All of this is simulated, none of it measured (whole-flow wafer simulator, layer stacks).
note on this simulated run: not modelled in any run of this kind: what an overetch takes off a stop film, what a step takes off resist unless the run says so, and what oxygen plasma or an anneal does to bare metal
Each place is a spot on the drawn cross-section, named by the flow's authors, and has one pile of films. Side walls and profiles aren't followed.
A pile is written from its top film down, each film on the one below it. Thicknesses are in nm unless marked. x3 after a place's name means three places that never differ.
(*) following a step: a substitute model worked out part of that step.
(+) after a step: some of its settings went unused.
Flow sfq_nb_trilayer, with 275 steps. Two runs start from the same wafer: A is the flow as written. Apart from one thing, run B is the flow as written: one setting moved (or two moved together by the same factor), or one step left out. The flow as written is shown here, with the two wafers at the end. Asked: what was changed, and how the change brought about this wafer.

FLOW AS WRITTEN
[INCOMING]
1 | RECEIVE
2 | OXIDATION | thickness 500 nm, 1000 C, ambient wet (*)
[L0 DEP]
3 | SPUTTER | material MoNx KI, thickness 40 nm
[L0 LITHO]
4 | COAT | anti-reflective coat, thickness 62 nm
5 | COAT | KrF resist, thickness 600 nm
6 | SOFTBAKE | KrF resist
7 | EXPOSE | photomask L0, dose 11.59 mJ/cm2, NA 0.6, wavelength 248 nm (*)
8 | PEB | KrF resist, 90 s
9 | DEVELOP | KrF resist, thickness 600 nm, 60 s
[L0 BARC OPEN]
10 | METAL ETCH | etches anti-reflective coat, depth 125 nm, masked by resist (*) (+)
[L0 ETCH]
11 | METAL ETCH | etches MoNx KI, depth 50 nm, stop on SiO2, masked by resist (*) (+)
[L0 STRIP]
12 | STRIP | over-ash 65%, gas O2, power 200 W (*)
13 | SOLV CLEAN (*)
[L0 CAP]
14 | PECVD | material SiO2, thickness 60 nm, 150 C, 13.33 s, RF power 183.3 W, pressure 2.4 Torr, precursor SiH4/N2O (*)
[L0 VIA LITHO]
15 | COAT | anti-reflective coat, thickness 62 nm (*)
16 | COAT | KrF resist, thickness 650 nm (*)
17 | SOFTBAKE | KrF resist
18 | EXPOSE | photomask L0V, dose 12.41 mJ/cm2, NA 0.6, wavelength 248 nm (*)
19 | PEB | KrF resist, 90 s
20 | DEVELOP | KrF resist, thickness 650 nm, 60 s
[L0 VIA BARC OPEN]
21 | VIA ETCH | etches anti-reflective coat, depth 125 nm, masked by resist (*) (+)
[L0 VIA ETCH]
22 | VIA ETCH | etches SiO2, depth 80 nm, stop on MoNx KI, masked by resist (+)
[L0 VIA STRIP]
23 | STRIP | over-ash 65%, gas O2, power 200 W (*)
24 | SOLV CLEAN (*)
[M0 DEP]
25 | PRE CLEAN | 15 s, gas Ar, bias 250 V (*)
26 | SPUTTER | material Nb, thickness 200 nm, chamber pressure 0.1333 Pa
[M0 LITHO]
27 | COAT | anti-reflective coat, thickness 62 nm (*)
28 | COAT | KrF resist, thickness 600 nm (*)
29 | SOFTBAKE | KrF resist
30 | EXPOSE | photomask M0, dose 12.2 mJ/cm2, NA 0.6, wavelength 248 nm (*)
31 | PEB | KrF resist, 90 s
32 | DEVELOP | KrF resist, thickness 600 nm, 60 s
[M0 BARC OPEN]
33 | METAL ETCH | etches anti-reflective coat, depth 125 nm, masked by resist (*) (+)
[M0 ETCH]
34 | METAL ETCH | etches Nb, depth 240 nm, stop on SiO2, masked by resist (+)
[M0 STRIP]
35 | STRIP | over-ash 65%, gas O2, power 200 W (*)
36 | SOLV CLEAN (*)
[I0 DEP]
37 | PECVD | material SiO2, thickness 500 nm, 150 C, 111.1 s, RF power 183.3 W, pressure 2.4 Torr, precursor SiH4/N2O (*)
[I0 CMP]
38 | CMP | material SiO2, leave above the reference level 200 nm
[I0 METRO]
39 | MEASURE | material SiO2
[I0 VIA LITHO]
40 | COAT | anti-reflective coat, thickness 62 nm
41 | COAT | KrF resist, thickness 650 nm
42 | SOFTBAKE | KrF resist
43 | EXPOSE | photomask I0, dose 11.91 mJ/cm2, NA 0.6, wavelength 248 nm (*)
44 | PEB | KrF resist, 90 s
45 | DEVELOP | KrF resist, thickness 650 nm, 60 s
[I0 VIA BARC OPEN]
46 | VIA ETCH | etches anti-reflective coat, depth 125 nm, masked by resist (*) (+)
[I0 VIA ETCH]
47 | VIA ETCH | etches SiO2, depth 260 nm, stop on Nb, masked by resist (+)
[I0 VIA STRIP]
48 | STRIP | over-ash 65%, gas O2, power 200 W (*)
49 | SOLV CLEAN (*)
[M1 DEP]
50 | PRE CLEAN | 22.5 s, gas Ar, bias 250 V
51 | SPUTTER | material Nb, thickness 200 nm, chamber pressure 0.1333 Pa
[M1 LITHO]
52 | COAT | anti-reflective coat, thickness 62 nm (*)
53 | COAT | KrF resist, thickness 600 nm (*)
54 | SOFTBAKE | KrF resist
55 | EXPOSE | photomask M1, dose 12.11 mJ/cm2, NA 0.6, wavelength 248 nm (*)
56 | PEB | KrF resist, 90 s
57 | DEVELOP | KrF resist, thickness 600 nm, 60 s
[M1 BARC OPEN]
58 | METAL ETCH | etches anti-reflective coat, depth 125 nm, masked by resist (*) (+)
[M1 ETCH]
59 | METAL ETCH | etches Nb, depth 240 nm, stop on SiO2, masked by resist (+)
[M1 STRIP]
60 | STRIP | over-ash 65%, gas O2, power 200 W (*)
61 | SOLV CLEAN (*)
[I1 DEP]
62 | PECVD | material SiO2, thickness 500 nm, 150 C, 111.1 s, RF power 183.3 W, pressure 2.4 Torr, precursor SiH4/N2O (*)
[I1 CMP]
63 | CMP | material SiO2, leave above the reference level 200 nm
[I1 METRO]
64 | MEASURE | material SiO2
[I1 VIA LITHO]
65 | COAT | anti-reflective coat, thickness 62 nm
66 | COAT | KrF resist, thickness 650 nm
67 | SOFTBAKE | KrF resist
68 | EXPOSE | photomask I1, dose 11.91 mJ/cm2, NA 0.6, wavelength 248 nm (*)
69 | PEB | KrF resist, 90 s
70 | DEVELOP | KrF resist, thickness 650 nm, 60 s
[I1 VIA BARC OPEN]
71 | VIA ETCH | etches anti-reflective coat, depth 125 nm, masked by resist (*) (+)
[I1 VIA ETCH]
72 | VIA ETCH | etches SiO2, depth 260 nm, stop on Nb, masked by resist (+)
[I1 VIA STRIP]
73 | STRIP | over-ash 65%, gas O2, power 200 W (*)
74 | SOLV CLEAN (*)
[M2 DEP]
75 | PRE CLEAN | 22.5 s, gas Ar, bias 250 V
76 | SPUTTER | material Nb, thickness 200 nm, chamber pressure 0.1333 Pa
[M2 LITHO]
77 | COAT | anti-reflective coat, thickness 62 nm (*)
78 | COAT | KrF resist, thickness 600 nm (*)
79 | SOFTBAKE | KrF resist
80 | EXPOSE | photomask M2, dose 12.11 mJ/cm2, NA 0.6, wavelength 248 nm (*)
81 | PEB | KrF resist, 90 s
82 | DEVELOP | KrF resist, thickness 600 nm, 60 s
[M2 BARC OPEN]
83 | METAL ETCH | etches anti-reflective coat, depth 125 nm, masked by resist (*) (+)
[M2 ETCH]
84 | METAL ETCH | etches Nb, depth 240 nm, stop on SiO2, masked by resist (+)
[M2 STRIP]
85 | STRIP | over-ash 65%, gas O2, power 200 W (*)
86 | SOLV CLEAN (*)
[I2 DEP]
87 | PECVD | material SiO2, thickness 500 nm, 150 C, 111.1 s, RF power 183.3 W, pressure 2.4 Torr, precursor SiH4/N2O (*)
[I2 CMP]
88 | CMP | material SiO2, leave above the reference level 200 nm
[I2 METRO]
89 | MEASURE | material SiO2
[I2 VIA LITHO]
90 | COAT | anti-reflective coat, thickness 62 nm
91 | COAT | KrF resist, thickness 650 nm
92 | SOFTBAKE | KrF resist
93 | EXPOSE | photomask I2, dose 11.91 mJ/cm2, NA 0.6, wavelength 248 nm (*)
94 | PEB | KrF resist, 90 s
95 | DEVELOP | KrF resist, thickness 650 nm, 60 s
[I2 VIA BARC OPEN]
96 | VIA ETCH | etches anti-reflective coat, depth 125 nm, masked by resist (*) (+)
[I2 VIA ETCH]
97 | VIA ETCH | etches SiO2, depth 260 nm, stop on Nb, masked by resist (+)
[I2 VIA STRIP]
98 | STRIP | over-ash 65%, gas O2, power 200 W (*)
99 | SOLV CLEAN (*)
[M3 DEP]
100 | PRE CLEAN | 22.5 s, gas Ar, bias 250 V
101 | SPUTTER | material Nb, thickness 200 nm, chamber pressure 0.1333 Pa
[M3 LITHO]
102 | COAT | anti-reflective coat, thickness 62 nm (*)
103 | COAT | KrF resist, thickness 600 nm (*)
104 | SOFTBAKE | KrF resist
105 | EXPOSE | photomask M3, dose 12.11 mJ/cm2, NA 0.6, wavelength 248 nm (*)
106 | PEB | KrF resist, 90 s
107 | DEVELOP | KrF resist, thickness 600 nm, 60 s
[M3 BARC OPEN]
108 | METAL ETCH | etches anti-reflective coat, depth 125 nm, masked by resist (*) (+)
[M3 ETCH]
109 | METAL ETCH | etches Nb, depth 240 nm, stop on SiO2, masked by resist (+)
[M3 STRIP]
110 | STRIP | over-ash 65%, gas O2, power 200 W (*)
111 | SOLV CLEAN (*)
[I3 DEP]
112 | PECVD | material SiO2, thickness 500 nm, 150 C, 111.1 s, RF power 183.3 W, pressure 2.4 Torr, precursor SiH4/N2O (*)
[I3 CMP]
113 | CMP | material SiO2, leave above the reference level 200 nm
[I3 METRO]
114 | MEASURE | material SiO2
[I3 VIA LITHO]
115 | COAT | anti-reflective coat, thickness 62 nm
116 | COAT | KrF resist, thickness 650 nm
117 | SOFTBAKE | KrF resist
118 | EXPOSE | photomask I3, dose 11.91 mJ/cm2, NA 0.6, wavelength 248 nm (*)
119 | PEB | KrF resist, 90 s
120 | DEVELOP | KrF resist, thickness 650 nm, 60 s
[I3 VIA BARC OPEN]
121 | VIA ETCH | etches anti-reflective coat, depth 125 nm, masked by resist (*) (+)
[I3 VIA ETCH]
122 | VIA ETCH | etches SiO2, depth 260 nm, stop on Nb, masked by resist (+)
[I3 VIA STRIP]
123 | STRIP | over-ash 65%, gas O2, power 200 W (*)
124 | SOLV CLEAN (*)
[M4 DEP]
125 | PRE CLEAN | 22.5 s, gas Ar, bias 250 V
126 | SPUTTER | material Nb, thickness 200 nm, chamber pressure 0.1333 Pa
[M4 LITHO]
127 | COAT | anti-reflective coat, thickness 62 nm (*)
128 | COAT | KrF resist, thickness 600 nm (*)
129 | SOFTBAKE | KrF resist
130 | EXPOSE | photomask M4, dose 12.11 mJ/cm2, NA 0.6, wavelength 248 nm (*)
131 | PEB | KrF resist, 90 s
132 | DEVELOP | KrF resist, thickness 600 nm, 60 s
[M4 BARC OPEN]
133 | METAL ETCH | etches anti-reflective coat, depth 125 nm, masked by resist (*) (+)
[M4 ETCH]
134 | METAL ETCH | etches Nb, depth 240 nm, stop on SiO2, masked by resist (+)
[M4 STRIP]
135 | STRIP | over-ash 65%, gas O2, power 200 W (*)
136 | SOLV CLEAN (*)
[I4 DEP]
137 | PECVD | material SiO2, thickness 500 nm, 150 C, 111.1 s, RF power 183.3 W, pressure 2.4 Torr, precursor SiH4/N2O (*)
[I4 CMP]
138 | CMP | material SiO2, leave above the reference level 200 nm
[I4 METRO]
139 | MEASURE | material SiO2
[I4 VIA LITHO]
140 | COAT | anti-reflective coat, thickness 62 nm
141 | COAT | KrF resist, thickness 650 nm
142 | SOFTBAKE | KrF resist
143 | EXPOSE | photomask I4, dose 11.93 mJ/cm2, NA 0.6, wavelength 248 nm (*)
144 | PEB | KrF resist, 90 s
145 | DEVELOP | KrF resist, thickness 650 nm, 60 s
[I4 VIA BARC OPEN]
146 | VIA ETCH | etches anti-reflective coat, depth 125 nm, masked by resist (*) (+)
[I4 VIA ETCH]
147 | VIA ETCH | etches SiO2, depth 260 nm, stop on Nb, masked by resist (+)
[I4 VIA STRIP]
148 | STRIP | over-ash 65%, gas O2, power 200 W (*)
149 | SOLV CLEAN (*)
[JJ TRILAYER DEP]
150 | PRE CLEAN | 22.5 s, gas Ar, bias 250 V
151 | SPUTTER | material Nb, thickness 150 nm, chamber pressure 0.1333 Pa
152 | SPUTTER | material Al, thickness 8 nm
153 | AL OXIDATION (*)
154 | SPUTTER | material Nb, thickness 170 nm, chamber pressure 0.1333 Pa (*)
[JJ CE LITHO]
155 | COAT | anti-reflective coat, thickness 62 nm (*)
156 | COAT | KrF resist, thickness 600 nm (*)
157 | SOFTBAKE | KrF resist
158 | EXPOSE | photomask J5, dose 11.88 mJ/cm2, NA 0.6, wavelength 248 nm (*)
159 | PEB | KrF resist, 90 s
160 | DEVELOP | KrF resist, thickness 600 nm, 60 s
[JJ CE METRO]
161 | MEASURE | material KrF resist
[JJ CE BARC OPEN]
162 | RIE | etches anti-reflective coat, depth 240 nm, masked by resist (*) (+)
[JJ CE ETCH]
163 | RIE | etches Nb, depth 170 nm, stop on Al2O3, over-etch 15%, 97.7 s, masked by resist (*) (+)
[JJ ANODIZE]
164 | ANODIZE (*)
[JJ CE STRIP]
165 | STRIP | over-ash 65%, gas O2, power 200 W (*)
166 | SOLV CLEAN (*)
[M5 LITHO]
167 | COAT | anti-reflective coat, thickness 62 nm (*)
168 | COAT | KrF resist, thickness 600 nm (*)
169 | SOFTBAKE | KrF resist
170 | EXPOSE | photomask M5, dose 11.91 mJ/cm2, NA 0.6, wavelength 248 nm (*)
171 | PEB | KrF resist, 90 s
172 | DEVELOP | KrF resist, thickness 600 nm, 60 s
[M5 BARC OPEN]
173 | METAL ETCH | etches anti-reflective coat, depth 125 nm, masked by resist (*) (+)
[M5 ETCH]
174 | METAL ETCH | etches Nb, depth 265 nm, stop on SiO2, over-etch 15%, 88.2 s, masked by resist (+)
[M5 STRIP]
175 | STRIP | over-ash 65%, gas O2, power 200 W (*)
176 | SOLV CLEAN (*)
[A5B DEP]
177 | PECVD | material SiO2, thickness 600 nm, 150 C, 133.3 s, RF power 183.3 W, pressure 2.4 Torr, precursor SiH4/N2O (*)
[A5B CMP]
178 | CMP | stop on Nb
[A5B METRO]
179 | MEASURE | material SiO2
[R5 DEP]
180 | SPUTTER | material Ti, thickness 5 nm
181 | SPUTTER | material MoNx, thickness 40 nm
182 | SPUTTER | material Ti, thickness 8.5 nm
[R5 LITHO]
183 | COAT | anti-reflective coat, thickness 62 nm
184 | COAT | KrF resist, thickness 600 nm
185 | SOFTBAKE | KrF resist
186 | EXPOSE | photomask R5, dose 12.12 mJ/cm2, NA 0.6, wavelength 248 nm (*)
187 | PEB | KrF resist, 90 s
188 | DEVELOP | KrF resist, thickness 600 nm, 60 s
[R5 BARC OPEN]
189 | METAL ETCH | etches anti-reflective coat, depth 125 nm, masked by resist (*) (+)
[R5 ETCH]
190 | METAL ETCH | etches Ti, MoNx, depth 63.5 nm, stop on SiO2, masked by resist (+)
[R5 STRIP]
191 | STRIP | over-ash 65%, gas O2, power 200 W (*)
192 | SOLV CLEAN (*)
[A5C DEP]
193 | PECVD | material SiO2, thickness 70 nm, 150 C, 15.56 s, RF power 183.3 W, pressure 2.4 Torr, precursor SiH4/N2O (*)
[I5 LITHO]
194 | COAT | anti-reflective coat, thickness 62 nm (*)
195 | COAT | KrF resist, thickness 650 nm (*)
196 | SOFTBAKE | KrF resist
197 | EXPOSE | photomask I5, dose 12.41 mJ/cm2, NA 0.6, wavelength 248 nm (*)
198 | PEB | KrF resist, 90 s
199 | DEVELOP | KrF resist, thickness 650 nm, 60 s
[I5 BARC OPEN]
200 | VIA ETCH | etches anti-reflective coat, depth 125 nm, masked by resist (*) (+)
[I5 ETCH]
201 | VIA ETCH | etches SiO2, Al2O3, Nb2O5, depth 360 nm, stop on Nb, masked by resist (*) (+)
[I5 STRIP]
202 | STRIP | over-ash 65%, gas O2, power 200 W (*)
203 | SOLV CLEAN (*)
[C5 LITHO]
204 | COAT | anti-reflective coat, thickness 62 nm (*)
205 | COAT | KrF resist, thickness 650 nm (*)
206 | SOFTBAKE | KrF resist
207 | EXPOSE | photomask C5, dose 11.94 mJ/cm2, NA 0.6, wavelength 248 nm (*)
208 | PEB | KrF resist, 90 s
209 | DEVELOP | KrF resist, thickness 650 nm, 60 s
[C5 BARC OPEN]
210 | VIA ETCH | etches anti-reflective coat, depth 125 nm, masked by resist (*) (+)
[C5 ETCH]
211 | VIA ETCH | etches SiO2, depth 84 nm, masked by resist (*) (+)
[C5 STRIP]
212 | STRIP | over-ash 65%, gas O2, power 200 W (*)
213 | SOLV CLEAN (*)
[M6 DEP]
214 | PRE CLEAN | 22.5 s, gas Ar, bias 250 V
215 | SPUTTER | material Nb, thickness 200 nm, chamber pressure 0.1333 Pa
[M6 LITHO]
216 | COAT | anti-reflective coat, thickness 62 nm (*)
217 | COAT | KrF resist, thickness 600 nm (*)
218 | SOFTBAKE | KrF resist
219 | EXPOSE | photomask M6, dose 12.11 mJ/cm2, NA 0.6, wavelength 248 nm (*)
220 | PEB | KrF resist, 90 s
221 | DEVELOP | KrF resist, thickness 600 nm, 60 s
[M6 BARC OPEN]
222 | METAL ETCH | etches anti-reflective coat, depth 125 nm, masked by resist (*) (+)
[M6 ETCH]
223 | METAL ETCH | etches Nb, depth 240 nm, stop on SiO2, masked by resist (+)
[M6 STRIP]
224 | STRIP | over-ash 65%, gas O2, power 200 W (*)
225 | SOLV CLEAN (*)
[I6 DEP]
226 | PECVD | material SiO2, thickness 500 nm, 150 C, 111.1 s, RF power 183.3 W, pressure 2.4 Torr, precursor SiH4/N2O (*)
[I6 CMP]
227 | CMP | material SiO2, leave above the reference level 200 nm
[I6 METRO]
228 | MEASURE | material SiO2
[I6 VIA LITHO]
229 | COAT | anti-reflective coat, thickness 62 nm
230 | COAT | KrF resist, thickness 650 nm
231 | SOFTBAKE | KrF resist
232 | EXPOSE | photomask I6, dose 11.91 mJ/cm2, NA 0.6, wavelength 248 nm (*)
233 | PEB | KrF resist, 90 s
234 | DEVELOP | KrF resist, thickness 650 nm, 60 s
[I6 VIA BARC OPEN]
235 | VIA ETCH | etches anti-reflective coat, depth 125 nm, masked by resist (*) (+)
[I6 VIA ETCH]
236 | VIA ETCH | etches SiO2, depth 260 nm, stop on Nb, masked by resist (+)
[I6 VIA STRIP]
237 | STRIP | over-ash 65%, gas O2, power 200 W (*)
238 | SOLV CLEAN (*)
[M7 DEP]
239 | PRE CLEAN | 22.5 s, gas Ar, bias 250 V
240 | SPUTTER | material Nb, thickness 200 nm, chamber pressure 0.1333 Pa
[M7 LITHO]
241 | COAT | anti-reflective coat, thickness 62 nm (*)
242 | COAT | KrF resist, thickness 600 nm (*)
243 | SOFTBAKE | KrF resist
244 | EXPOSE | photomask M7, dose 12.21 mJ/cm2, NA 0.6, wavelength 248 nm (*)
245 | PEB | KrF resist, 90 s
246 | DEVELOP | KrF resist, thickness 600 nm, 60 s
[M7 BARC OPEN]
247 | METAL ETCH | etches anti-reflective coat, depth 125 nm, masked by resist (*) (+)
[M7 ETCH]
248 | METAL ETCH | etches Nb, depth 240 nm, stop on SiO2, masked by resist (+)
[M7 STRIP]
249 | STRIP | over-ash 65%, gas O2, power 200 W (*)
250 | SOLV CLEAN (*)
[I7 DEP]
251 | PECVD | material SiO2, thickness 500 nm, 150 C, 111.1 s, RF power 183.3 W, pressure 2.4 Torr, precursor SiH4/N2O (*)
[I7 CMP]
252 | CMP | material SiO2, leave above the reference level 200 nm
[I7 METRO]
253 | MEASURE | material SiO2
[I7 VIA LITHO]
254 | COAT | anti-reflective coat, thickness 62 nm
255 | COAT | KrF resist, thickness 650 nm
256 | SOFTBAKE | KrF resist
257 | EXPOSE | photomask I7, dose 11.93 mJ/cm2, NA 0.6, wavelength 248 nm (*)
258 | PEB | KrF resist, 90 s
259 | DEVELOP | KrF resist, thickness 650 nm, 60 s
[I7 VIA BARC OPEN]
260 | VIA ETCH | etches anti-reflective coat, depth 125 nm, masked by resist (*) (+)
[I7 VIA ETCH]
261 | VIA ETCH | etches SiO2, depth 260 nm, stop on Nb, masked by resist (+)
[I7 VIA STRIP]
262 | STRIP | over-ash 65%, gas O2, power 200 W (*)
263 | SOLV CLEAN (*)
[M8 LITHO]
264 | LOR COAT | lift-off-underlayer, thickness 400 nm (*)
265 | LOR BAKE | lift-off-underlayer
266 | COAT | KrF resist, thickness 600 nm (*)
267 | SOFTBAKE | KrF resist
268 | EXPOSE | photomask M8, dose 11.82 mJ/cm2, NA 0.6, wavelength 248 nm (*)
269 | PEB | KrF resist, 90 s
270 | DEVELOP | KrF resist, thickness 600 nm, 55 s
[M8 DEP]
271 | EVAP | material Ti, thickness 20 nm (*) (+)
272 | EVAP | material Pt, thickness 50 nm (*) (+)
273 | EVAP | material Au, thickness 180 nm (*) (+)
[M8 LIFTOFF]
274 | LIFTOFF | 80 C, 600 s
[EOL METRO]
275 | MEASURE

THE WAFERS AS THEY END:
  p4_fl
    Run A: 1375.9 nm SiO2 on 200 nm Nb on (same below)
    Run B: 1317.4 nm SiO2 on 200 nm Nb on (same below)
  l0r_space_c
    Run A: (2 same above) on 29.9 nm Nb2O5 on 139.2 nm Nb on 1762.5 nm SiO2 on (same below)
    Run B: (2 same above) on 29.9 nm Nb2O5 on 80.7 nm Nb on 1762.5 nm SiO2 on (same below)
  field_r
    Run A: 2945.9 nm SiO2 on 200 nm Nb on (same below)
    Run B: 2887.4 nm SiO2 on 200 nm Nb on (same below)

The reason: step 151, SPUTTER: thickness 91.5 nm was run, while the flow as written has thickness 150 nm.

Step by step, how the change led to this:
  151 | SPUTTER | material Nb, thickness 150 nm, chamber pressure 0.1333 Pa
      field_l, v_sur, via_sp and 100 more: A +150 Nb (new film) | B +91.5 Nb (new film)
      via_wl, via_wr: A +130.4 Nb | B +65.4 Nb
      (as well as at 1 more place)
  154 | SPUTTER | material Nb, thickness 170 nm, chamber pressure 0.1333 Pa (*)
      via_w: A +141 Nb (new film) | B +144.7 Nb (new film)
  155 | COAT | anti-reflective coat, thickness 62 nm (*)
      via_wl, via_wr: A +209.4 anti-reflective coat (new film) | B +228.4 anti-reflective coat (new film)
  162 | RIE | etches anti-reflective coat, depth 240 nm, masked by resist (*) (+)
      ce_l, c5j, ce_r, wl_jj: A -209.4 KrF resist | B -228.4 KrF resist
      via_wl, via_wr: A -209.4 anti-reflective coat (all of it) | B -228.4 anti-reflective coat (all of it)
  163 | RIE | etches Nb, depth 170 nm, stop on Al2O3, over-etch 15%, 97.7 s, masked by resist (*) (+)
      via_w: A -141 Nb (all of it), -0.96 Al2O3 (all of it) | B -144.7 Nb (all of it), -0.96 Al2O3 (all of it)
  164 | ANODIZE (*)
      via_wl, via_wr: A +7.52 Al2O3 (new film), +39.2 Nb2O5 (new film), -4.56 Al (all of it), -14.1 Nb | B +8.06 Al2O3 (new film), +38.2 Nb2O5 (new film), -4.88 Al (all of it), -13.7 Nb
  165 | STRIP | over-ash 65%, gas O2, power 200 W (*)
      ce_l: A -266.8 KrF resist (all of it), -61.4 anti-reflective coat (all of it) | B -247.9 KrF resist (all of it), -61.5 anti-reflective coat (all of it)
      c5j: A -266.9 KrF resist (all of it), -61.5 anti-reflective coat (all of it) | B -247.9 KrF resist (all of it), -61.5 anti-reflective coat (all of it)
      (as well as at 2 more places)
  167 | COAT | anti-reflective coat, thickness 62 nm (*)
      via_wl: A +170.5 anti-reflective coat (new film) | B +175.8 anti-reflective coat (new film)
      via_w: A +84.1 anti-reflective coat (new film) | B +78.5 anti-reflective coat (new film)
      (as well as at 3 more places)
  174 | METAL ETCH | etches Nb, depth 265 nm, stop on SiO2, over-etch 15%, 88.2 s, masked by resist (+)
      field_l, r_sur, res and 50 more: A -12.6 Al2O3 (all of it), -29.9 Nb2O5 (all of it), -139.2 Nb (all of it), -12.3 SiO2 | B -12.6 Al2O3 (all of it), -29.9 Nb2O5 (all of it), -80.7 Nb (all of it), -18.1 SiO2
  175 | STRIP | over-ash 65%, gas O2, power 200 W (*)
      via_wl: A -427 KrF resist (all of it), -170.5 anti-reflective coat (all of it) | B -429.9 KrF resist (all of it), -175.8 anti-reflective coat (all of it)
      via_w: A -503.5 KrF resist (all of it), -84.1 anti-reflective coat (all of it) | B -497.4 KrF resist (all of it), -78.5 anti-reflective coat (all of it)
      (as well as at 3 more places)
  177 | PECVD | material SiO2, thickness 600 nm, 150 C, 133.3 s, RF power 183.3 W, pressure 2.4 Torr, precursor SiH4/N2O (*)
      via_wl, via_wr: A +600 SiO2 (new film) | B +615.3 SiO2 (new film)
  178 | CMP | stop on Nb
      field_l, p4_fl, p4_fm and 39 more: A -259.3 SiO2 | B -312 SiO2
      r_sur, res, r_end, moat, field_r, lsp_l: A -252.3 SiO2 | B -312 SiO2
      (as well as at 8 more places)
